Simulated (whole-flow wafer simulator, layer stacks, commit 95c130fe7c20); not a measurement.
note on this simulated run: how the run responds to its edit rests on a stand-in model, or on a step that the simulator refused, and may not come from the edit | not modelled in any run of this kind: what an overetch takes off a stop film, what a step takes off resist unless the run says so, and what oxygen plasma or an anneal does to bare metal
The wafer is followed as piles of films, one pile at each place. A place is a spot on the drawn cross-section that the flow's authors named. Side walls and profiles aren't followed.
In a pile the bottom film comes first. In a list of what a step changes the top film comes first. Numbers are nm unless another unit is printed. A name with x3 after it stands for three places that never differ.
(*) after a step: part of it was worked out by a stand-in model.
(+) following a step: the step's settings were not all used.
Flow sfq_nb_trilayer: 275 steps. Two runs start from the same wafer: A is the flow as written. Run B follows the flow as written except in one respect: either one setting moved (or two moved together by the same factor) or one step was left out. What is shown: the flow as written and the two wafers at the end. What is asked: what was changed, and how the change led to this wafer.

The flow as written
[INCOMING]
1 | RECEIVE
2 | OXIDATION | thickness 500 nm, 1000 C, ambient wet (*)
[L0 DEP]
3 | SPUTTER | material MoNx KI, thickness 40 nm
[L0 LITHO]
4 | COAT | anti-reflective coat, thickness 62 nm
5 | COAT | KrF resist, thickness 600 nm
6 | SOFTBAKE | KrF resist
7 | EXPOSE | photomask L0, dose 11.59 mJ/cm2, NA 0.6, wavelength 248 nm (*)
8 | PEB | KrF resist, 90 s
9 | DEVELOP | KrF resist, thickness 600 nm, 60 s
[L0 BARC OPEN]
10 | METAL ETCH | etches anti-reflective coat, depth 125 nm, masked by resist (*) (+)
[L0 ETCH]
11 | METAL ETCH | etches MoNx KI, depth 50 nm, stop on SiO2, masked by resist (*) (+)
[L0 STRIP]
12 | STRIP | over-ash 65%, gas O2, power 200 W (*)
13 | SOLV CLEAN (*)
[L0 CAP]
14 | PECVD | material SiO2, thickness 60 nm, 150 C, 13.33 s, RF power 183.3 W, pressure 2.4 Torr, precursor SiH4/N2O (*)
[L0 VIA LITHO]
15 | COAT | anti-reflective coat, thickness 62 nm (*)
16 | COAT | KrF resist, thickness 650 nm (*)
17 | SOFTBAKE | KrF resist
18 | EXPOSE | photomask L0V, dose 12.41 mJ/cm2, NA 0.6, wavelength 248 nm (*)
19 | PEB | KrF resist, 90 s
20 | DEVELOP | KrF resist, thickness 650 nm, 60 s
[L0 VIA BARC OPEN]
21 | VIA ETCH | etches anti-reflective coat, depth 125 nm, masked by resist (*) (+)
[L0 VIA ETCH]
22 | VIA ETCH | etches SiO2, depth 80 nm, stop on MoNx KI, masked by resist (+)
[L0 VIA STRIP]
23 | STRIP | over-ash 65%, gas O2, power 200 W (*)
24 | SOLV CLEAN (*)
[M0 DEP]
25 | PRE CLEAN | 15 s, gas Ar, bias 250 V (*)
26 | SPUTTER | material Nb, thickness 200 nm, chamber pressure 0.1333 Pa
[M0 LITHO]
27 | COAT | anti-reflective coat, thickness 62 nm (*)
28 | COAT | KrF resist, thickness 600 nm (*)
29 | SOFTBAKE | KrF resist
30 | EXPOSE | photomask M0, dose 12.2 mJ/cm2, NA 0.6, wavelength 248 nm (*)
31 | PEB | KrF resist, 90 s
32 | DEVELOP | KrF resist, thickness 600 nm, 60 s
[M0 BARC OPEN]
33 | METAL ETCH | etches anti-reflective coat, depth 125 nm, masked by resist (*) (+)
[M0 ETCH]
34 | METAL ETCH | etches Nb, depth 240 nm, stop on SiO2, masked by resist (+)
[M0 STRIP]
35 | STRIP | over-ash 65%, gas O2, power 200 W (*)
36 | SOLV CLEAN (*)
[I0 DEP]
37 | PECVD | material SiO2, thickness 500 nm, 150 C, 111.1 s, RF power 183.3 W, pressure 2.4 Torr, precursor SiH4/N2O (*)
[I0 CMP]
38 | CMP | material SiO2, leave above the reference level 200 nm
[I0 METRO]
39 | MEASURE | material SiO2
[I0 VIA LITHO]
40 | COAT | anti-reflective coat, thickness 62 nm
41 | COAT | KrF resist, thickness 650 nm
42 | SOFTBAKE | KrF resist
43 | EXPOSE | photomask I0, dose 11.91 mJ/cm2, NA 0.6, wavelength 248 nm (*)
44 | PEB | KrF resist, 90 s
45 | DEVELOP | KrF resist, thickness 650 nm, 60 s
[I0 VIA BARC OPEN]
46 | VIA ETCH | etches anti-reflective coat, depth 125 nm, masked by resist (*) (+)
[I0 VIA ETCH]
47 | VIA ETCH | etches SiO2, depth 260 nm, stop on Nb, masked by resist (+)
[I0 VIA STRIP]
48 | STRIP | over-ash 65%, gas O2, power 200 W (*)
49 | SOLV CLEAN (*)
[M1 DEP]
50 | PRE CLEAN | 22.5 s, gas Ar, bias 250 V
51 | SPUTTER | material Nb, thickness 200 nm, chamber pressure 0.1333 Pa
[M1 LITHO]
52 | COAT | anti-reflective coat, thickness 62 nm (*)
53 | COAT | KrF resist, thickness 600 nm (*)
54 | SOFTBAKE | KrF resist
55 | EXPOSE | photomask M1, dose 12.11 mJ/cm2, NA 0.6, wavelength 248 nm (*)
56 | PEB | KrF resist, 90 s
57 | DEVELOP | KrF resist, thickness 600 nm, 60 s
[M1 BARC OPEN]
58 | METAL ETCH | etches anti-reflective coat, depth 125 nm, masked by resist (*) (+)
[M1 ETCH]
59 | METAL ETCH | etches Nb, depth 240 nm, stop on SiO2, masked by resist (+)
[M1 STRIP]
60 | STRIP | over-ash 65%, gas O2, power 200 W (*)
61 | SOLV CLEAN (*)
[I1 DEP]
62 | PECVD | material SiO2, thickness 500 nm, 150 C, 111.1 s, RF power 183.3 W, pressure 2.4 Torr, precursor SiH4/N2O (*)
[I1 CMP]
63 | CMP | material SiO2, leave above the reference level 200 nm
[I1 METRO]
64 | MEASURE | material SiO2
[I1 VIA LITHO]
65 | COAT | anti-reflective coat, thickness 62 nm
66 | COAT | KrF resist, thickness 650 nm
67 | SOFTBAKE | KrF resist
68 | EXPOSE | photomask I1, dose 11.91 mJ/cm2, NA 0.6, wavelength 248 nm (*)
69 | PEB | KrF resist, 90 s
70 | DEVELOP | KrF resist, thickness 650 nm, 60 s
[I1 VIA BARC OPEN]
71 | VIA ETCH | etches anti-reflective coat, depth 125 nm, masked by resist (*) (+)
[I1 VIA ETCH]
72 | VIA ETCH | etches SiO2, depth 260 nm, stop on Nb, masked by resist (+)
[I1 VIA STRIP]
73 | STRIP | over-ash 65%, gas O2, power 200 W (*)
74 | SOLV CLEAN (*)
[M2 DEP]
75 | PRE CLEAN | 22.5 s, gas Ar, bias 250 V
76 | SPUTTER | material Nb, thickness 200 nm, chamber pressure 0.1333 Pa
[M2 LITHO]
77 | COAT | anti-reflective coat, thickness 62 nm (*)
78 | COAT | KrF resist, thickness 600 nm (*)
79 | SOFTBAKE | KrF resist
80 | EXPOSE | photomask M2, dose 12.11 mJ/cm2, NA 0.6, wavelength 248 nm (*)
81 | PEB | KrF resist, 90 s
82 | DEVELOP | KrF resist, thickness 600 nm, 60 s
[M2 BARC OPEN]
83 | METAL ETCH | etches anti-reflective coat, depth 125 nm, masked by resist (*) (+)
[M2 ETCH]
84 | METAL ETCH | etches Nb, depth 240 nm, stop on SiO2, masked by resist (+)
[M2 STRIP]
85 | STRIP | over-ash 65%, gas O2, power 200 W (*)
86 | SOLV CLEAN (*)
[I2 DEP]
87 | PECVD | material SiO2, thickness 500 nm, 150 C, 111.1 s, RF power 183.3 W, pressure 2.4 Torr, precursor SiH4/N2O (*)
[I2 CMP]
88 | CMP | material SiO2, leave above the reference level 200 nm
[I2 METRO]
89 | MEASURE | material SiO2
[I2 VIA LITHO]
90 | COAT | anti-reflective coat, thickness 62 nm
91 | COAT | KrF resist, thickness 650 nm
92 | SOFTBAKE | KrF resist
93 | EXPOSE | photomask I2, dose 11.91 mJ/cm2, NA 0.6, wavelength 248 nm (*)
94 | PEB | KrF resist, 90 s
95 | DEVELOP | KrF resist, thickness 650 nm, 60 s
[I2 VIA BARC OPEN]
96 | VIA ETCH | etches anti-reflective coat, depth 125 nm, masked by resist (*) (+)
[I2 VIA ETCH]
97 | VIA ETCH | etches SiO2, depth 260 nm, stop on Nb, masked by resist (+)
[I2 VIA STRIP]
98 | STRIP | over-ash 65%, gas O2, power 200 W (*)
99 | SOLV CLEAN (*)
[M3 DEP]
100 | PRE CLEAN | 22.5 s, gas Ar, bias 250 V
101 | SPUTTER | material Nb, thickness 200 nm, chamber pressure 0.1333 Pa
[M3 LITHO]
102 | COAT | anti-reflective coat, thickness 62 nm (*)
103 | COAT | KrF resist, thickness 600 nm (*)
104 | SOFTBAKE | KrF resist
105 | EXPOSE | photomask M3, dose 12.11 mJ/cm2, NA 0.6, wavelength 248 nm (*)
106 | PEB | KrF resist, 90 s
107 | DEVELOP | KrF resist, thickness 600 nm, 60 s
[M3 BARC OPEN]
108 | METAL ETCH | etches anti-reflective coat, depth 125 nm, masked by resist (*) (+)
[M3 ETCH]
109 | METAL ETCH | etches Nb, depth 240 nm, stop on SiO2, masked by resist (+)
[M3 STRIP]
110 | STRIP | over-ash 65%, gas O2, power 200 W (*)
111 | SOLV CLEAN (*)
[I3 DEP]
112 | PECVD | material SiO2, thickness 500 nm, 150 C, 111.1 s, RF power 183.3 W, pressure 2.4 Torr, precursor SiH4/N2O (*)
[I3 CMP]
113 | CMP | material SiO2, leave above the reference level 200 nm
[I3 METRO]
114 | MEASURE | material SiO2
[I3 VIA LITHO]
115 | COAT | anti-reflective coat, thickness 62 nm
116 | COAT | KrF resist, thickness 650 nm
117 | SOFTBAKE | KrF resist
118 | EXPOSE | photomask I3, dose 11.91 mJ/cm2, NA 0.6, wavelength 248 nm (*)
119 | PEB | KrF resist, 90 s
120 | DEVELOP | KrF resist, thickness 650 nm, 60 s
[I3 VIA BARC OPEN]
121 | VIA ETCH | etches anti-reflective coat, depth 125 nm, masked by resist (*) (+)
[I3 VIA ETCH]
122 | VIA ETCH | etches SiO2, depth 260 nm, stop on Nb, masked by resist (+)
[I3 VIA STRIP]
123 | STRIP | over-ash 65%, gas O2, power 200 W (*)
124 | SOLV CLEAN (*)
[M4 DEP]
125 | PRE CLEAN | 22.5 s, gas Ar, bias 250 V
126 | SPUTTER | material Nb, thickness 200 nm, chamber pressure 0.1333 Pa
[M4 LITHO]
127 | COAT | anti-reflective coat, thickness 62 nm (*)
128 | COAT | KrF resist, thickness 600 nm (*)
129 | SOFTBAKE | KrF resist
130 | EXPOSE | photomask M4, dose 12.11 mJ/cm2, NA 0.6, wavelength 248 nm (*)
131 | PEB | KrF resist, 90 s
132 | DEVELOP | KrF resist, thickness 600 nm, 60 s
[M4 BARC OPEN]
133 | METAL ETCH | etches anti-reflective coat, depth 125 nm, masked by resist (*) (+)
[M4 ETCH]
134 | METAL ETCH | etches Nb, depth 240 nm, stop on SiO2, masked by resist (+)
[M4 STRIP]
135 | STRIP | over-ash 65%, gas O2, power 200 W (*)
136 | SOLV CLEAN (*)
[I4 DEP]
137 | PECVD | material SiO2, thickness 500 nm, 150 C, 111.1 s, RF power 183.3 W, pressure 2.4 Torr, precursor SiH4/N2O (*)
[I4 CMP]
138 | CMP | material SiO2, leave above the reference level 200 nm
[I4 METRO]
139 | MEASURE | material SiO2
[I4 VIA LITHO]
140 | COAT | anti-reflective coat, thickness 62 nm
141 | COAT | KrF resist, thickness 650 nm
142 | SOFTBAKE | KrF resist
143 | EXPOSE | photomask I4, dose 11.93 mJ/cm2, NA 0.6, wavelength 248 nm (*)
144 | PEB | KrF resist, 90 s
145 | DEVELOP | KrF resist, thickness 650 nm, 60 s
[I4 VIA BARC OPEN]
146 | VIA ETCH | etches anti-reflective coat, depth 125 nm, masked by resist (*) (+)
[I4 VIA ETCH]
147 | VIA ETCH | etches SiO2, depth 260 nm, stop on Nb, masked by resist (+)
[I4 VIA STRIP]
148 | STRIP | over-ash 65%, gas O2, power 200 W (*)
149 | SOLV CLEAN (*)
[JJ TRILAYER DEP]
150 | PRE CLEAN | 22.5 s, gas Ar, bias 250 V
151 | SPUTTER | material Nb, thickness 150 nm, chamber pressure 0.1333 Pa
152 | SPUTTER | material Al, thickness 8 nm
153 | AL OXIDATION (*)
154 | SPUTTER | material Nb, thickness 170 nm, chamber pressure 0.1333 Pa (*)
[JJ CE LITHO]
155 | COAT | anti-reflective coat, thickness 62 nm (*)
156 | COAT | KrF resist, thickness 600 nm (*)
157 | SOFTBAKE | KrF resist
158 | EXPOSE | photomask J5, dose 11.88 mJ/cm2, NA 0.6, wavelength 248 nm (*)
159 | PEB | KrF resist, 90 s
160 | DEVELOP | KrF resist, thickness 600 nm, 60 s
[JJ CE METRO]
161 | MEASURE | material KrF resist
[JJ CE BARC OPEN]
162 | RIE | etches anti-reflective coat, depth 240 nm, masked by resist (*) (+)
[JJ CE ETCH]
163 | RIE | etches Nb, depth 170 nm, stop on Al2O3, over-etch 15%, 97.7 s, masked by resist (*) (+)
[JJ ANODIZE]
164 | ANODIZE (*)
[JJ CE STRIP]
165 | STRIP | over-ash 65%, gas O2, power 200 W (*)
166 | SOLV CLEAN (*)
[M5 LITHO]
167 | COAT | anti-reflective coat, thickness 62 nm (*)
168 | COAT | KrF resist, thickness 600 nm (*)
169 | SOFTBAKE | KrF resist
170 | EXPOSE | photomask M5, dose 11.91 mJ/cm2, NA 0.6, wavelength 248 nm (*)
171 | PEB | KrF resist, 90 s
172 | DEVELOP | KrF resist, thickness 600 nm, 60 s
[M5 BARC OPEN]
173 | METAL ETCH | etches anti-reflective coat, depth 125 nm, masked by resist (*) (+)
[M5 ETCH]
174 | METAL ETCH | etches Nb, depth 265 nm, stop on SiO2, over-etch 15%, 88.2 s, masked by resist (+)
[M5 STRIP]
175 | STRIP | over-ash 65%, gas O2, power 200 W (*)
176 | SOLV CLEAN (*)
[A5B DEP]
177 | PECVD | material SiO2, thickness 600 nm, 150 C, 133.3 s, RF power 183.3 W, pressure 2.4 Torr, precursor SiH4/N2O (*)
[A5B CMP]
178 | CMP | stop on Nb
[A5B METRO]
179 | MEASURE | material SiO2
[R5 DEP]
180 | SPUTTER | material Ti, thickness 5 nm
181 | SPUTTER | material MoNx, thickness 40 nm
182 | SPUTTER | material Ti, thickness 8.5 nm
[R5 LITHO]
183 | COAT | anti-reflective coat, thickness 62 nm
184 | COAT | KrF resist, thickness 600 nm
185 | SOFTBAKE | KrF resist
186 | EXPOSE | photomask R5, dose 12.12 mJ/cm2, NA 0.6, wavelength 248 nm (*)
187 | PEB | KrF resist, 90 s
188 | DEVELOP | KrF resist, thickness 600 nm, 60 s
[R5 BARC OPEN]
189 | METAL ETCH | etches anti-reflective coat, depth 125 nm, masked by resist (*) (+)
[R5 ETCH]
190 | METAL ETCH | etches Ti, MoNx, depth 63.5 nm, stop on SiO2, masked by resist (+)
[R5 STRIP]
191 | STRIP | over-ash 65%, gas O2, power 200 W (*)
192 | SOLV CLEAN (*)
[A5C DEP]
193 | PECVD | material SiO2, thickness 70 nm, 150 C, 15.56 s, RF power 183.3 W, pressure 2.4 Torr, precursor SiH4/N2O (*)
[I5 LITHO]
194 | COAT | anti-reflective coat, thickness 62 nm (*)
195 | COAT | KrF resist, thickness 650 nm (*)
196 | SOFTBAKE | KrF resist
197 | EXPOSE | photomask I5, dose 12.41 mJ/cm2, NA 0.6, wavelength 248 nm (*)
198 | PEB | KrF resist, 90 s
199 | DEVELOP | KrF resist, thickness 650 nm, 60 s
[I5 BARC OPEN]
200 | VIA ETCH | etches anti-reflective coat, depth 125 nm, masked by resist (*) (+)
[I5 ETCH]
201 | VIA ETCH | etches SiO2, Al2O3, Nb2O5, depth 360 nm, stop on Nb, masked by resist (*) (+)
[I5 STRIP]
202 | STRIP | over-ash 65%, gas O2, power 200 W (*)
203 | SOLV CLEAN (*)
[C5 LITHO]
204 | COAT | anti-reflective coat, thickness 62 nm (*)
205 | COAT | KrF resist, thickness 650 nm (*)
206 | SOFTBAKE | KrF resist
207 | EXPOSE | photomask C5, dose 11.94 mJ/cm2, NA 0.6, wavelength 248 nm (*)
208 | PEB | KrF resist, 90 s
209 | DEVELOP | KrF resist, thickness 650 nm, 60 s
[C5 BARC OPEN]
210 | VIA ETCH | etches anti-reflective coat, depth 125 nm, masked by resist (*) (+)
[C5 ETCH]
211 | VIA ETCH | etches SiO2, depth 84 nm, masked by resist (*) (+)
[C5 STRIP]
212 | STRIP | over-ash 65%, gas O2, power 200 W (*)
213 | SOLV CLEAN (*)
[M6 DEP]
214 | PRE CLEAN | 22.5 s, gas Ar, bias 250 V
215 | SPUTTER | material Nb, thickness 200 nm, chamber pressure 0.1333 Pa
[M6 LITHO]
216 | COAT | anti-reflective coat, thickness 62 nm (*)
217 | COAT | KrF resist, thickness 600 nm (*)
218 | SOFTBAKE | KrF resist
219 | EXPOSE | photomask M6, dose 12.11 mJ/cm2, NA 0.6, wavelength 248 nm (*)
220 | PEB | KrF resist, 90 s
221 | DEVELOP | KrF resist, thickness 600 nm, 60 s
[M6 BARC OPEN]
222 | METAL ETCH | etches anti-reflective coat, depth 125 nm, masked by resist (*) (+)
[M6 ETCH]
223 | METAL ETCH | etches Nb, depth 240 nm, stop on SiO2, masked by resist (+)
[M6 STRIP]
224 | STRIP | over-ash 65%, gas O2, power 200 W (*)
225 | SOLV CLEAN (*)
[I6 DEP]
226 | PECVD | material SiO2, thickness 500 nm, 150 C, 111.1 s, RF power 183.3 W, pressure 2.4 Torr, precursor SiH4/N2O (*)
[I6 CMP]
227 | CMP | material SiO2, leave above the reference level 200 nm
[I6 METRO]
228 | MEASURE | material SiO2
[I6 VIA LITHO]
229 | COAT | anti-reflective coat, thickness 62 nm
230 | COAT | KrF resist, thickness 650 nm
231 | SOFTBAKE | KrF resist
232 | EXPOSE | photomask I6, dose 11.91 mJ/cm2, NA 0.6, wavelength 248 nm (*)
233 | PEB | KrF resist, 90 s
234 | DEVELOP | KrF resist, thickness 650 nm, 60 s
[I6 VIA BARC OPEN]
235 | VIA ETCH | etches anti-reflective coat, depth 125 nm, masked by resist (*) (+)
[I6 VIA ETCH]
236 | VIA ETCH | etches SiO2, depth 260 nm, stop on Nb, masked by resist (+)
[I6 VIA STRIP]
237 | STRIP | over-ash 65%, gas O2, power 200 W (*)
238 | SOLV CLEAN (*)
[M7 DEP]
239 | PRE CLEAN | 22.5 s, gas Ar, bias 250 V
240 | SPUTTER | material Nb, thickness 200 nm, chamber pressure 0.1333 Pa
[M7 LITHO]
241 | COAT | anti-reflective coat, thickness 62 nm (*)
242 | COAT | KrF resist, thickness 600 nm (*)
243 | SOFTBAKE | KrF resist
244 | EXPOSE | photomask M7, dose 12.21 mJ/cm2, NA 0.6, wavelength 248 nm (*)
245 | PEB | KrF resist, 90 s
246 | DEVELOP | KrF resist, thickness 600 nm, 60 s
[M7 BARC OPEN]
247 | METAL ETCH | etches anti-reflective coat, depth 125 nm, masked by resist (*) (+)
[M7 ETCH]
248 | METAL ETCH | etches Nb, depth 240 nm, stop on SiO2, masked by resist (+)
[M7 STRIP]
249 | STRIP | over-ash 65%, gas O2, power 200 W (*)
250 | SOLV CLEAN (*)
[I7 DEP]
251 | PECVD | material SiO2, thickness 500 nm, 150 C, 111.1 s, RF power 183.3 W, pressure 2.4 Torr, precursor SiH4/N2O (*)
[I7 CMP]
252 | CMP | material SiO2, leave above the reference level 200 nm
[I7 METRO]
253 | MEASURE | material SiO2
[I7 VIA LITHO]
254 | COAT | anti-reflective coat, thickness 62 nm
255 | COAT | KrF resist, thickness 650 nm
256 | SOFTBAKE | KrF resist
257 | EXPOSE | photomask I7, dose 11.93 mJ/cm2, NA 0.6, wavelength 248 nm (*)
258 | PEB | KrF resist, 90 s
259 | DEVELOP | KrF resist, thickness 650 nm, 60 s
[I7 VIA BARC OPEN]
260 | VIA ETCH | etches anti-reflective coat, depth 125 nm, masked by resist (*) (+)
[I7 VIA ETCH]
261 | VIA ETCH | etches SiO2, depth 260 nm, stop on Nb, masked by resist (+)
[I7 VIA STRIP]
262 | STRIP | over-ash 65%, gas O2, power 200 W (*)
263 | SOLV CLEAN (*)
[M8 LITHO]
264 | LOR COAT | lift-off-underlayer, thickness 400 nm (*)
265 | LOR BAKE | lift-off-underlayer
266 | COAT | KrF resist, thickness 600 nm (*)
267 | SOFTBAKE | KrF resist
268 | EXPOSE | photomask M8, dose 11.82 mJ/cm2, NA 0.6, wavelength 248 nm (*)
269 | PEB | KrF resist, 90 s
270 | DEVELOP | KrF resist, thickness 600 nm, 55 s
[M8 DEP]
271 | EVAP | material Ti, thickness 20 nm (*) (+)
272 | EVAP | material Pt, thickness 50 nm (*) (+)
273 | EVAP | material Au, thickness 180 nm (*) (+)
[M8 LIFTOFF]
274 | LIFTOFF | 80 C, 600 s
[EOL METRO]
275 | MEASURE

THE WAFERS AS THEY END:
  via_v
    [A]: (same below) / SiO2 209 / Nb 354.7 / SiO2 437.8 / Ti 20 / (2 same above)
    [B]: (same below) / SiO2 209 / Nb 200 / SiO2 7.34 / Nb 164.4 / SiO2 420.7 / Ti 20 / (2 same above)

Cause: step 236, VIA ETCH: depth 185 nm was run, while the flow as written has depth 260 nm.

How this came from the change, step by step:
  236 | VIA ETCH | etches SiO2, depth 260 nm, stop on Nb, masked by resist (+)
      via_v: A -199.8 SiO2 (all of it) | B -185 SiO2
      field_l, v_sur, via_wl and 102 more: A -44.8 KrF resist | B -31.9 KrF resist
  237 | STRIP | over-ash 65%, gas O2, power 200 W (*)
      field_l, v_sur, via_wl and 102 more: A -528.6 KrF resist (all of it), -62 anti-reflective coat (all of it) | B -541.5 KrF resist (all of it), -62 anti-reflective coat (all of it)
  239 | PRE CLEAN | 22.5 s, gas Ar, bias 250 V
      via_v: A -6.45 Nb | B -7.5 SiO2
  240 | SPUTTER | material Nb, thickness 200 nm, chamber pressure 0.1333 Pa
      via_v: A +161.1 Nb | B +164.4 Nb (new film)
  241 | COAT | anti-reflective coat, thickness 62 nm (*)
      via_v: A +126 anti-reflective coat (new film) | B +115.8 anti-reflective coat (new film)
      wire: A +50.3 anti-reflective coat (new film) | B +48.5 anti-reflective coat (new film)
  249 | STRIP | over-ash 65%, gas O2, power 200 W (*)
      via_v: A -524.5 KrF resist (all of it), -126 anti-reflective coat (all of it) | B -518.1 KrF resist (all of it), -115.8 anti-reflective coat (all of it)
      wire: A -374.1 KrF resist (all of it), -50.3 anti-reflective coat (all of it) | B -375.9 KrF resist (all of it), -48.5 anti-reflective coat (all of it)
  251 | PECVD | material SiO2, thickness 500 nm, 150 C, 111.1 s, RF power 183.3 W, pressure 2.4 Torr, precursor SiH4/N2O (*)
      via_v: A +621 SiO2 (new film) | B +577.8 SiO2 (new film)
  252 | CMP | material SiO2, leave above the reference level 200 nm
      via_v: A -183.1 SiO2 | B -157.1 SiO2
With metal films that touch counted as one body, via_v has 7 bodies (between them, from the top down: SiO2 420.7; SiO2 7.34; SiO2 209 / Al2O3 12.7 / Nb2O5 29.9; SiO2 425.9; SiO2 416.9; SiO2 192.5); the flow as written gives 6 bodies (between them, from the top down: SiO2 437.8; SiO2 209 / Al2O3 12.7 / Nb2O5 29.9; SiO2 425.9; SiO2 416.9; SiO2 192.5).
